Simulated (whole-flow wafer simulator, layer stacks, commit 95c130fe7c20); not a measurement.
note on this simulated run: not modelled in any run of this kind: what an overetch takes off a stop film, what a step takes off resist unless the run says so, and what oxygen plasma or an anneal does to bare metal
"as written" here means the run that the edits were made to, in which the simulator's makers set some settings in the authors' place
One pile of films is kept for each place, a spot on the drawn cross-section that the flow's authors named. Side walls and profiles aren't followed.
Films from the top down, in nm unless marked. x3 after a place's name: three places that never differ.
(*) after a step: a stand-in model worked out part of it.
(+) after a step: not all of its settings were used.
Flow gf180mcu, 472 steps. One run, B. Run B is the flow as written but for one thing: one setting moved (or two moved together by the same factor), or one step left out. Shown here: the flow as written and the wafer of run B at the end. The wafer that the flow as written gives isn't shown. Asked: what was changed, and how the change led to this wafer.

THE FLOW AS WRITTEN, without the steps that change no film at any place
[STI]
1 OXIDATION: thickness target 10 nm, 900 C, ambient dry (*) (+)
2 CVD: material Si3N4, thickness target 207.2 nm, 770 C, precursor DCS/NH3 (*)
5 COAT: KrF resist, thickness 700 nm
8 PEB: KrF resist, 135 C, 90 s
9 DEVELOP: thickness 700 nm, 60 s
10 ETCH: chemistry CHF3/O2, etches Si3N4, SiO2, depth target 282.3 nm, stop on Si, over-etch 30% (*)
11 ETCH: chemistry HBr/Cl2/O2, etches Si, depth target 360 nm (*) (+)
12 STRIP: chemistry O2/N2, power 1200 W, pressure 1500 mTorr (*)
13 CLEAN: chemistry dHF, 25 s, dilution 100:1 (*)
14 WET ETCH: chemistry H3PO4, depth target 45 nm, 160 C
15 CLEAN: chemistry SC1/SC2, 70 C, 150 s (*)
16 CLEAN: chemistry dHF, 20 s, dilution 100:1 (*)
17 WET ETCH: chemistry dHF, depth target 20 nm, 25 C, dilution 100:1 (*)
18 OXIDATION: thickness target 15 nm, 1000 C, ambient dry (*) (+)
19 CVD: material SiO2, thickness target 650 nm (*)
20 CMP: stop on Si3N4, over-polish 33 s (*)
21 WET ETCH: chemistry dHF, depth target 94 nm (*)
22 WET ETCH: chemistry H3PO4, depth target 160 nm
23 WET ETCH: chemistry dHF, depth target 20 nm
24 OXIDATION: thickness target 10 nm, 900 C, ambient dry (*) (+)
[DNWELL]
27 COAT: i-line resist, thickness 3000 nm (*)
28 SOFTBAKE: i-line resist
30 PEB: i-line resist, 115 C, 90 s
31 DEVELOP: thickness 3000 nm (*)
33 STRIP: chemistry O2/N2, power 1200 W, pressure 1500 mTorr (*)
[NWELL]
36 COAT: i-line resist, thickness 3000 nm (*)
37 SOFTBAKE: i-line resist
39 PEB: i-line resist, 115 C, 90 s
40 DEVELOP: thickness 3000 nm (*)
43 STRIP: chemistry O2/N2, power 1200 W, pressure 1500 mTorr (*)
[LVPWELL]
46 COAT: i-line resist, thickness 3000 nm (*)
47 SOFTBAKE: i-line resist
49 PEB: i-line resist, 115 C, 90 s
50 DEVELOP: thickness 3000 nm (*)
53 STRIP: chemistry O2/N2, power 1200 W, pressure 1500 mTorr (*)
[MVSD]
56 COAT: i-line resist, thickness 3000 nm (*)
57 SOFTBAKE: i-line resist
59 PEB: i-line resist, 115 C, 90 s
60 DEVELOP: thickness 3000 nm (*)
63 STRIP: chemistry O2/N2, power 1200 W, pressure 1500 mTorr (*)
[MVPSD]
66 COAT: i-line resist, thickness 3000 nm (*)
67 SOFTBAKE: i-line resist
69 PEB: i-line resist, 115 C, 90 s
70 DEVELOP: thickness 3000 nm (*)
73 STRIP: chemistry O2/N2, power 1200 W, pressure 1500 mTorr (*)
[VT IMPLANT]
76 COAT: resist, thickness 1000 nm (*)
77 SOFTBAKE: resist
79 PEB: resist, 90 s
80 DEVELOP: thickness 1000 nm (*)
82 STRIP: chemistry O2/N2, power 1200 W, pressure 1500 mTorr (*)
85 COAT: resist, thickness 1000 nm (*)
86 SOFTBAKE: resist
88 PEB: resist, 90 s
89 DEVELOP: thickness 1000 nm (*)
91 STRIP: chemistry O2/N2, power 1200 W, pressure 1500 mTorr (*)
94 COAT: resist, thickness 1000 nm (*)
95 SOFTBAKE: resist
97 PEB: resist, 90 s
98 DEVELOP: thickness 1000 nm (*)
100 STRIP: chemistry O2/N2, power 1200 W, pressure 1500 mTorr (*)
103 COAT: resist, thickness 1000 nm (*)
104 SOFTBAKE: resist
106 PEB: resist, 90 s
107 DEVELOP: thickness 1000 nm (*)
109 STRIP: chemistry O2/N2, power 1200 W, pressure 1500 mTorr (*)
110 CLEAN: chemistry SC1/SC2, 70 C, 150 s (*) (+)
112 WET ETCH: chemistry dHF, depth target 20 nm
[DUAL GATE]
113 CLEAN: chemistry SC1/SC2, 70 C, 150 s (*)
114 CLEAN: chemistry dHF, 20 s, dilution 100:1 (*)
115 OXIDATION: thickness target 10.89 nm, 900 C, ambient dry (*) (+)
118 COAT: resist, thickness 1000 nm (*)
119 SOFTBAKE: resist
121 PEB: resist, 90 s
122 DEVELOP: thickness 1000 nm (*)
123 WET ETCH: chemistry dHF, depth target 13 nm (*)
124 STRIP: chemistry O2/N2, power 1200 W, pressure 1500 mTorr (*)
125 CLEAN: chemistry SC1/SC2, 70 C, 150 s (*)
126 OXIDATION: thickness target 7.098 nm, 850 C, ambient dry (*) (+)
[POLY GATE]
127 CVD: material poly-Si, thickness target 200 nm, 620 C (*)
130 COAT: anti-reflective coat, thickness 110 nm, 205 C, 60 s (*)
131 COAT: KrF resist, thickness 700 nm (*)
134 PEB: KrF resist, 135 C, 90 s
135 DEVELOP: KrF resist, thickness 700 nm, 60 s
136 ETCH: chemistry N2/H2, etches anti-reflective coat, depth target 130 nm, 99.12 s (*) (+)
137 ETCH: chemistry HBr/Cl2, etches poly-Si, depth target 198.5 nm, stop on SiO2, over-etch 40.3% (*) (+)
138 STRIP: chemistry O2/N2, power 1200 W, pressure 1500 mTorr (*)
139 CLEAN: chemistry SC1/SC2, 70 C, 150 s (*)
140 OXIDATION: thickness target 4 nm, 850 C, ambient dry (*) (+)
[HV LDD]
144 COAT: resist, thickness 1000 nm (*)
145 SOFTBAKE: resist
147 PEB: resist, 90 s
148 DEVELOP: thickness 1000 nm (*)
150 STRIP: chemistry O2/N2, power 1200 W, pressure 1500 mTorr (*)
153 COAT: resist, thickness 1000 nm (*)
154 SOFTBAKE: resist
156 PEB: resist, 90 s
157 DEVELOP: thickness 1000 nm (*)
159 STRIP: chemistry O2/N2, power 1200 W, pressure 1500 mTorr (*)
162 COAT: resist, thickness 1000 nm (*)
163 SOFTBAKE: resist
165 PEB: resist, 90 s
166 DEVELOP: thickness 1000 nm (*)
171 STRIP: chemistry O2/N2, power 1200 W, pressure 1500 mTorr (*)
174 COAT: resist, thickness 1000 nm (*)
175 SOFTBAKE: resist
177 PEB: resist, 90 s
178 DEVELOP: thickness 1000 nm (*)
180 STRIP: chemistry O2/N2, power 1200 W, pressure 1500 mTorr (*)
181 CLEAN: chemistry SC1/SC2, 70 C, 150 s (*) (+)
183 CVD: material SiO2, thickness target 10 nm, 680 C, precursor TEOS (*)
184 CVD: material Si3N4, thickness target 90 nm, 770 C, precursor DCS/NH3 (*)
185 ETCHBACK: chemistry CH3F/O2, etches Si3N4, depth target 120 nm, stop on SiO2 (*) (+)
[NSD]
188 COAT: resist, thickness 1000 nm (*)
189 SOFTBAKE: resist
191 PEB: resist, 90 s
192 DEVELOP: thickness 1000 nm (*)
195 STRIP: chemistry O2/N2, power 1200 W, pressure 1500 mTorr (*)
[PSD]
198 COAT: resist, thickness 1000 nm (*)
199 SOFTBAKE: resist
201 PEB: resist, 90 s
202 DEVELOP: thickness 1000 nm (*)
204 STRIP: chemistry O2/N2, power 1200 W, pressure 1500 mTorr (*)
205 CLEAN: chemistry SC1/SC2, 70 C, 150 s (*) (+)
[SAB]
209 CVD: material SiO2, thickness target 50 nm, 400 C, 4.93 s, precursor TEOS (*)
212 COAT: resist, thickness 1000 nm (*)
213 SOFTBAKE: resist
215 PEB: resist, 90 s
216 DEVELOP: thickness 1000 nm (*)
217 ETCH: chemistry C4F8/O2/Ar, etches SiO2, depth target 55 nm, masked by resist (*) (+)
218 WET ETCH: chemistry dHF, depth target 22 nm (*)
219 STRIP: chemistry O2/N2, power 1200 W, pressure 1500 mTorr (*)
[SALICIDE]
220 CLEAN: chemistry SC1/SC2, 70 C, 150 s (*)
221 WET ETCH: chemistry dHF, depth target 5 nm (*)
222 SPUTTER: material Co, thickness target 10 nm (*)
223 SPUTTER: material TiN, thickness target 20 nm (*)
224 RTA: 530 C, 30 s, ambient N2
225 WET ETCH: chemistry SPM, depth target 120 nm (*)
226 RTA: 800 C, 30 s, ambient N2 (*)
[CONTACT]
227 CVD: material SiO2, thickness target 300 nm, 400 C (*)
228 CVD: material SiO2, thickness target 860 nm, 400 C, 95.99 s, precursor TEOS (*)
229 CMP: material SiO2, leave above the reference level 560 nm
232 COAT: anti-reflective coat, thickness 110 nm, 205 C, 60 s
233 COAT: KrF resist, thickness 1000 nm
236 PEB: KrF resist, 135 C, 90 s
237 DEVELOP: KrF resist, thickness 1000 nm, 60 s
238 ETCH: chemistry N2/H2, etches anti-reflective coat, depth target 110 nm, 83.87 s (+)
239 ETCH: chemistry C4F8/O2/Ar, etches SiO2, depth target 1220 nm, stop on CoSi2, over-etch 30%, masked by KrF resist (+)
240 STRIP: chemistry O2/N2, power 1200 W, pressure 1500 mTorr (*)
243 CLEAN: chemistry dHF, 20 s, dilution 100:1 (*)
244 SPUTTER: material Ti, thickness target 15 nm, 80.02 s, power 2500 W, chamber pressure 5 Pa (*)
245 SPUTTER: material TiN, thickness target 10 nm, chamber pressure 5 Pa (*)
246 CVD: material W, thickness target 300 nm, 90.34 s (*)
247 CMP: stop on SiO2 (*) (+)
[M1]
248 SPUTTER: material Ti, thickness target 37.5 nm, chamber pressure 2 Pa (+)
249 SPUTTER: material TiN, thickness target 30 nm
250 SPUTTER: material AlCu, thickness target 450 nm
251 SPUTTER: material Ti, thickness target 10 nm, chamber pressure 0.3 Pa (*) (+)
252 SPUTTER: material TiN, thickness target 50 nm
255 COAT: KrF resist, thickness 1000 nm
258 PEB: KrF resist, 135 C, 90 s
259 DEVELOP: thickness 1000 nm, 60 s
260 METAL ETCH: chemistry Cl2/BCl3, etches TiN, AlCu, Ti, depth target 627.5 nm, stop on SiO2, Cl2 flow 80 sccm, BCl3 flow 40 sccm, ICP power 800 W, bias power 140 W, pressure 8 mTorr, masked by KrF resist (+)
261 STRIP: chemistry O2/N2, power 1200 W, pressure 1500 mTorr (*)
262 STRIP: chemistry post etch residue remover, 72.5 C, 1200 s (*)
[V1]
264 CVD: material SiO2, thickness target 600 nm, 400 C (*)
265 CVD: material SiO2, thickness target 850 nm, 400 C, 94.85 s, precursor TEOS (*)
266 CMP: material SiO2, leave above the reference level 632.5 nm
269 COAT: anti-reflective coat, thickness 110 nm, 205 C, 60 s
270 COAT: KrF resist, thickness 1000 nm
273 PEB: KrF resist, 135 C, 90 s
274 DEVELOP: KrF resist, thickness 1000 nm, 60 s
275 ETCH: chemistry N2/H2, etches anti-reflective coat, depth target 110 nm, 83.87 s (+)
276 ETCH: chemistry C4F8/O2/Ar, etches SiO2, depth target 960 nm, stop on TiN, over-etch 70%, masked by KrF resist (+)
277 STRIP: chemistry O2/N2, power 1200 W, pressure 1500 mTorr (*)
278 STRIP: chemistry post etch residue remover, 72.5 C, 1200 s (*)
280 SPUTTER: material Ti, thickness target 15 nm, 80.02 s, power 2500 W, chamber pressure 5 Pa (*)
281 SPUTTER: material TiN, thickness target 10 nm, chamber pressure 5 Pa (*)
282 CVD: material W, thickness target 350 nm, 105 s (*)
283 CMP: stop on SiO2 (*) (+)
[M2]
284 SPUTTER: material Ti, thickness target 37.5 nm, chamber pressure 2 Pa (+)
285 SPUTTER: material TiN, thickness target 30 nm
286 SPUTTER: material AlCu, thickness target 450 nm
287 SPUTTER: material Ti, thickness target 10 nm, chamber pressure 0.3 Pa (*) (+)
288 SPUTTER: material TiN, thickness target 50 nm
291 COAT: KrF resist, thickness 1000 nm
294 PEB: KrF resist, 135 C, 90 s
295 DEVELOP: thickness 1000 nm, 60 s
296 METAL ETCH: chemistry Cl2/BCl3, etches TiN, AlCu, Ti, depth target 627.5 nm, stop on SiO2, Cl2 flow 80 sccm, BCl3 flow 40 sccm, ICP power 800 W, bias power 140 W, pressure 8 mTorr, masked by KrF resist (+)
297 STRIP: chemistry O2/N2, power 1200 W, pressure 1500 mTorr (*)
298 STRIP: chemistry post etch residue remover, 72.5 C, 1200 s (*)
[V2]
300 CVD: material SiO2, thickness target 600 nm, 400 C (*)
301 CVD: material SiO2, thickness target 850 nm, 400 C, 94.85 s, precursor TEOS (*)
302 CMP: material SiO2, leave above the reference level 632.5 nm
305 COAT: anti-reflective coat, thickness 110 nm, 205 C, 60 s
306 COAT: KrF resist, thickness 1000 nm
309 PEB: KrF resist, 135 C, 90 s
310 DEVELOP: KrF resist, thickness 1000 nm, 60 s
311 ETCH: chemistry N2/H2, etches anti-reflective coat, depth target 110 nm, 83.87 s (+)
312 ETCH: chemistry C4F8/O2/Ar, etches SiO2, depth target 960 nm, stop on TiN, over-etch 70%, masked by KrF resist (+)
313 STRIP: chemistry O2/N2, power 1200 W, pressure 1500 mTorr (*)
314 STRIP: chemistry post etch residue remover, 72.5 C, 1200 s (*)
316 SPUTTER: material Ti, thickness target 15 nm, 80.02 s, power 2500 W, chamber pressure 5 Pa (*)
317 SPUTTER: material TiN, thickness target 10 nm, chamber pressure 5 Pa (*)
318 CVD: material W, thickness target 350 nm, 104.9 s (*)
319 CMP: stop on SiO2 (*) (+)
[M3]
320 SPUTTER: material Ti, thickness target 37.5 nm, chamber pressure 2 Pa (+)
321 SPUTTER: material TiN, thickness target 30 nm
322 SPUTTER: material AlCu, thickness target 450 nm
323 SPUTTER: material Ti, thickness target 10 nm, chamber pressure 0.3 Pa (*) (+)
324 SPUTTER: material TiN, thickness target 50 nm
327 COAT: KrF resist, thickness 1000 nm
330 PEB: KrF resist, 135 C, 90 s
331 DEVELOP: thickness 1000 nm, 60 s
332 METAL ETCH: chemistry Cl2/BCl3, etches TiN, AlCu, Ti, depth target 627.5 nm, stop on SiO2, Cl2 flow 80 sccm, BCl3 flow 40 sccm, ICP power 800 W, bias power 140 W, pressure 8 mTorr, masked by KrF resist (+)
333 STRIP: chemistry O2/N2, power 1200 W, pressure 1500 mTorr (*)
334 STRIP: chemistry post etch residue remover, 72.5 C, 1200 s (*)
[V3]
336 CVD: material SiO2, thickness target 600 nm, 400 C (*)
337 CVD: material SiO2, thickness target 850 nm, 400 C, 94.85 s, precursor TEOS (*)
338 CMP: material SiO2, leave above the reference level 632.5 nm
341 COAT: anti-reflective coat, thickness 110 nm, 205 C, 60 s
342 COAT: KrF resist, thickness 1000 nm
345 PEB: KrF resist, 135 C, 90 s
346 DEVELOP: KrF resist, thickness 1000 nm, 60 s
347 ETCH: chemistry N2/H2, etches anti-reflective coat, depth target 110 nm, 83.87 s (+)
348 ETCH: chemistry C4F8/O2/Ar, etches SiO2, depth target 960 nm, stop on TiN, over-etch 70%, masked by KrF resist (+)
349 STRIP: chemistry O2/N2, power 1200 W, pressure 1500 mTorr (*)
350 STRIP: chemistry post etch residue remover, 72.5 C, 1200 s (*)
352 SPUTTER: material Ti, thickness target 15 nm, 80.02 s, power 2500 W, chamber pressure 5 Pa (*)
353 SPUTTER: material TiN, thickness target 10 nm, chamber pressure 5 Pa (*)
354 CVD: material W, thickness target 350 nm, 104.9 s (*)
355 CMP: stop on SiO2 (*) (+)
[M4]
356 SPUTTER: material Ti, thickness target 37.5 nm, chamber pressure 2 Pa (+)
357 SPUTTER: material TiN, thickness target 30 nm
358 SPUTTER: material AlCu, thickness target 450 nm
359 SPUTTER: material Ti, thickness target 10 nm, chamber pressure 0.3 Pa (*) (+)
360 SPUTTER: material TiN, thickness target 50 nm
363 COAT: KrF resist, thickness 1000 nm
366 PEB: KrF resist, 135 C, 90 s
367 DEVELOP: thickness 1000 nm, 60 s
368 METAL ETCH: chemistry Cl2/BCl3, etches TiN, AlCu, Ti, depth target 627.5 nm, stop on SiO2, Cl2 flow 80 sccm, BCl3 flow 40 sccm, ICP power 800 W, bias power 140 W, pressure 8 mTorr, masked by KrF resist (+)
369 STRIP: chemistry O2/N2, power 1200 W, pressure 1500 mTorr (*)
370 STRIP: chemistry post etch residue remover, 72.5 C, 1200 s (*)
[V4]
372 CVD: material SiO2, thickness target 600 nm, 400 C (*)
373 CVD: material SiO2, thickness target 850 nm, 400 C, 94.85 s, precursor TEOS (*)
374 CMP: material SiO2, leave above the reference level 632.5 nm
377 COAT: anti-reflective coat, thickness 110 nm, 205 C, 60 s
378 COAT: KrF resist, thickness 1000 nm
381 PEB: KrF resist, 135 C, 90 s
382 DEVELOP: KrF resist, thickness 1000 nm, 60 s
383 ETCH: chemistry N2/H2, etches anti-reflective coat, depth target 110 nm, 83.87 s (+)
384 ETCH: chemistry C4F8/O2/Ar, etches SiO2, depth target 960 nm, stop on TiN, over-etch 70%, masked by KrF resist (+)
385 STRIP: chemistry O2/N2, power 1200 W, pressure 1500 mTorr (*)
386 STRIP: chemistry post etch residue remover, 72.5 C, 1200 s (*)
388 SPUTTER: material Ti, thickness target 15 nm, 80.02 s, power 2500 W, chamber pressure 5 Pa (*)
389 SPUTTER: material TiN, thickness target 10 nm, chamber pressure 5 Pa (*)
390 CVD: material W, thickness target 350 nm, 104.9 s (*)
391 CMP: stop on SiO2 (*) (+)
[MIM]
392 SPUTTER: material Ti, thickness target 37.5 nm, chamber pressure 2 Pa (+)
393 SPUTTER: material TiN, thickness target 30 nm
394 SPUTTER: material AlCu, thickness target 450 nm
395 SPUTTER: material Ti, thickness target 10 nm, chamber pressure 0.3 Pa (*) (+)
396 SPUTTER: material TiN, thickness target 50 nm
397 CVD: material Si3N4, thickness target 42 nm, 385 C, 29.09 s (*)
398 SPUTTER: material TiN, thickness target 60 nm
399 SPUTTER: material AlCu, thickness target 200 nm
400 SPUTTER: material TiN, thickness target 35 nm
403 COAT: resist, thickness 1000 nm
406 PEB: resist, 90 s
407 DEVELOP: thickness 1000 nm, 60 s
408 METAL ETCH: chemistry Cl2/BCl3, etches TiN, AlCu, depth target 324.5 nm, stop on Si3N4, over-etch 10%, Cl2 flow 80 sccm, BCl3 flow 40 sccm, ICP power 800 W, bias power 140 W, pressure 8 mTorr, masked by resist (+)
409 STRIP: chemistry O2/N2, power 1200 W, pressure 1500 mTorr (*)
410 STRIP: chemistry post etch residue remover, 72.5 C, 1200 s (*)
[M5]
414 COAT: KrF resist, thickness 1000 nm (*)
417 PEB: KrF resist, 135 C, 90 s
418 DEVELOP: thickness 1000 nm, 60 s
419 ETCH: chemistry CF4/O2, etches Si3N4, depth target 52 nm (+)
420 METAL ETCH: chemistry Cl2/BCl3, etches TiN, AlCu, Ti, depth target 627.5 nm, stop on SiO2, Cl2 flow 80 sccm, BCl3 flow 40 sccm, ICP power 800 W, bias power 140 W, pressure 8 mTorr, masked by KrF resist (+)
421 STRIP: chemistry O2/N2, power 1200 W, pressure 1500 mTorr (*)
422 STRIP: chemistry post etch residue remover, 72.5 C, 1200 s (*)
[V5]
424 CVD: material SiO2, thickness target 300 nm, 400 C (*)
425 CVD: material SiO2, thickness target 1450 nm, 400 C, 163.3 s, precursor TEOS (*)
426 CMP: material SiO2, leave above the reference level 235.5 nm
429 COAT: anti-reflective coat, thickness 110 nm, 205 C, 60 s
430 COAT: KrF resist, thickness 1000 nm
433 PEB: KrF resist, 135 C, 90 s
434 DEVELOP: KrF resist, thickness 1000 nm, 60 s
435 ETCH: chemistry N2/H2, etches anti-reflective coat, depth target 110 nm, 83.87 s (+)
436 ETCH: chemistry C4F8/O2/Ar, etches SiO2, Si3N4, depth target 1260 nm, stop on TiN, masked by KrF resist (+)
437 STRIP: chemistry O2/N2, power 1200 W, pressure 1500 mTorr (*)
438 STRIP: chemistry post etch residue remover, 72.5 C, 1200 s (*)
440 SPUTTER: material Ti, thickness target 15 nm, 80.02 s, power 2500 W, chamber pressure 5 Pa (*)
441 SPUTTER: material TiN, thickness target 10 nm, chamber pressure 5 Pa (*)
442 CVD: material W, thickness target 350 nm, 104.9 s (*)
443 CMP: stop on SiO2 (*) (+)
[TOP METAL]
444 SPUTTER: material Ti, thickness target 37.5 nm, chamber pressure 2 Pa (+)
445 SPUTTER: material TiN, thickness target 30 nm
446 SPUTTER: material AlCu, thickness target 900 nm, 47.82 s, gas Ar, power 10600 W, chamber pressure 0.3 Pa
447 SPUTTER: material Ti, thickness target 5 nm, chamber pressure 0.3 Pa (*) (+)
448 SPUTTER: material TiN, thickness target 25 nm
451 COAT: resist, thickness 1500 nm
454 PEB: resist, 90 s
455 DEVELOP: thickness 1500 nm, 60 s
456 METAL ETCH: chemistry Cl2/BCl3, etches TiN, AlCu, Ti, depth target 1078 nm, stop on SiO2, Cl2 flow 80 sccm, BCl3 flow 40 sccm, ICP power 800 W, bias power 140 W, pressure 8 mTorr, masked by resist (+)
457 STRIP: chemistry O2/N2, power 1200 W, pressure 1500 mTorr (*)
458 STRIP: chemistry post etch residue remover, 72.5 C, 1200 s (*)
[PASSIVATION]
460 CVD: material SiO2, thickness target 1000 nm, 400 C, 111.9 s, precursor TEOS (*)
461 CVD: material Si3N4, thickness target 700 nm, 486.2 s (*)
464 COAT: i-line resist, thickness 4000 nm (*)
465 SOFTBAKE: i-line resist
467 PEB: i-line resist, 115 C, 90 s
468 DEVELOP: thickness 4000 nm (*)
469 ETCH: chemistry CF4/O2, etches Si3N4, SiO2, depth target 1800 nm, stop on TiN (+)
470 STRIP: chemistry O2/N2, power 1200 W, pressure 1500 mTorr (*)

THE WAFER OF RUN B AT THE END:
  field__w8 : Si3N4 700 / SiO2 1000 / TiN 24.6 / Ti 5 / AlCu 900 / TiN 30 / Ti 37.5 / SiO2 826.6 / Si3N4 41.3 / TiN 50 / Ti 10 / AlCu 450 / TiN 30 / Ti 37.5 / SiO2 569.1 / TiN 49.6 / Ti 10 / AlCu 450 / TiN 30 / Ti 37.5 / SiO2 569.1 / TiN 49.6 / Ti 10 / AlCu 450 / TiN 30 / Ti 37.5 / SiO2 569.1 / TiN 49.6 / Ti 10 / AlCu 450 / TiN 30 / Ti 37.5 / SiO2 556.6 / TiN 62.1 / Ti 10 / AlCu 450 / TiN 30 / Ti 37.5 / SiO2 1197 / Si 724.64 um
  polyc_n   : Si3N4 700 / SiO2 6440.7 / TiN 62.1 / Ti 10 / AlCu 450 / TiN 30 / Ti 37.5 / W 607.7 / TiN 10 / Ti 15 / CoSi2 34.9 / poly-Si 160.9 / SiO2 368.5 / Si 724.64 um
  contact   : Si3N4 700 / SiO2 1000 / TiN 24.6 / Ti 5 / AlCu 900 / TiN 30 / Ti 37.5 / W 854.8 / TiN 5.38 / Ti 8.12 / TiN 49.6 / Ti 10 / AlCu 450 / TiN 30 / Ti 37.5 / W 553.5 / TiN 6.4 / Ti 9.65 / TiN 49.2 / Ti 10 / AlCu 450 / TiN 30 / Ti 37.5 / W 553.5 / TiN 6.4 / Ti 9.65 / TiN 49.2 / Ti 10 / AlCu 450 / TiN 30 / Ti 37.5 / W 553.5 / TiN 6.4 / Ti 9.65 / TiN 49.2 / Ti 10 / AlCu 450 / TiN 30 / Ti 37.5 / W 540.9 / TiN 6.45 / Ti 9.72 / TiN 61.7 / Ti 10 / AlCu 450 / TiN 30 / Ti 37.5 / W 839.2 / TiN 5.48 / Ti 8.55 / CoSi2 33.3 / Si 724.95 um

The cause: step 252, SPUTTER: thickness target 62.5 nm was run, where the flow has thickness target 50 nm.

How the change led to this, step by step:
  252 SPUTTER: material TiN, thickness target 50 nm
      field, field__w1, field__w2 and 108 more: TiN +62.5 (new film) (as written it would be: TiN +50 (new film))
  260 METAL ETCH: chemistry Cl2/BCl3, etches TiN, AlCu, Ti, depth target 627.5 nm, stop on SiO2, Cl2 flow 80 sccm, BCl3 flow 40 sccm, ICP power 800 W, bias power 140 W, pressure 8 mTorr, masked by KrF resist (+)
      field, field__w1, field__w2 and 99 more: TiN -62.5 (all of it), Ti -10 (all of it), AlCu -450 (all of it), TiN -30 (all of it), Ti -37.5 (all of it) (as written it would be: TiN -50 (all of it), Ti -10 (all of it), AlCu -450 (all of it), TiN -30 (all of it), Ti -37.5 (all of it))
  276 ETCH: chemistry C4F8/O2/Ar, etches SiO2, depth target 960 nm, stop on TiN, over-etch 70%, masked by KrF resist (+)
      contact: SiO2 -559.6 (all of it) (as written it would be: SiO2 -572.1 (all of it))
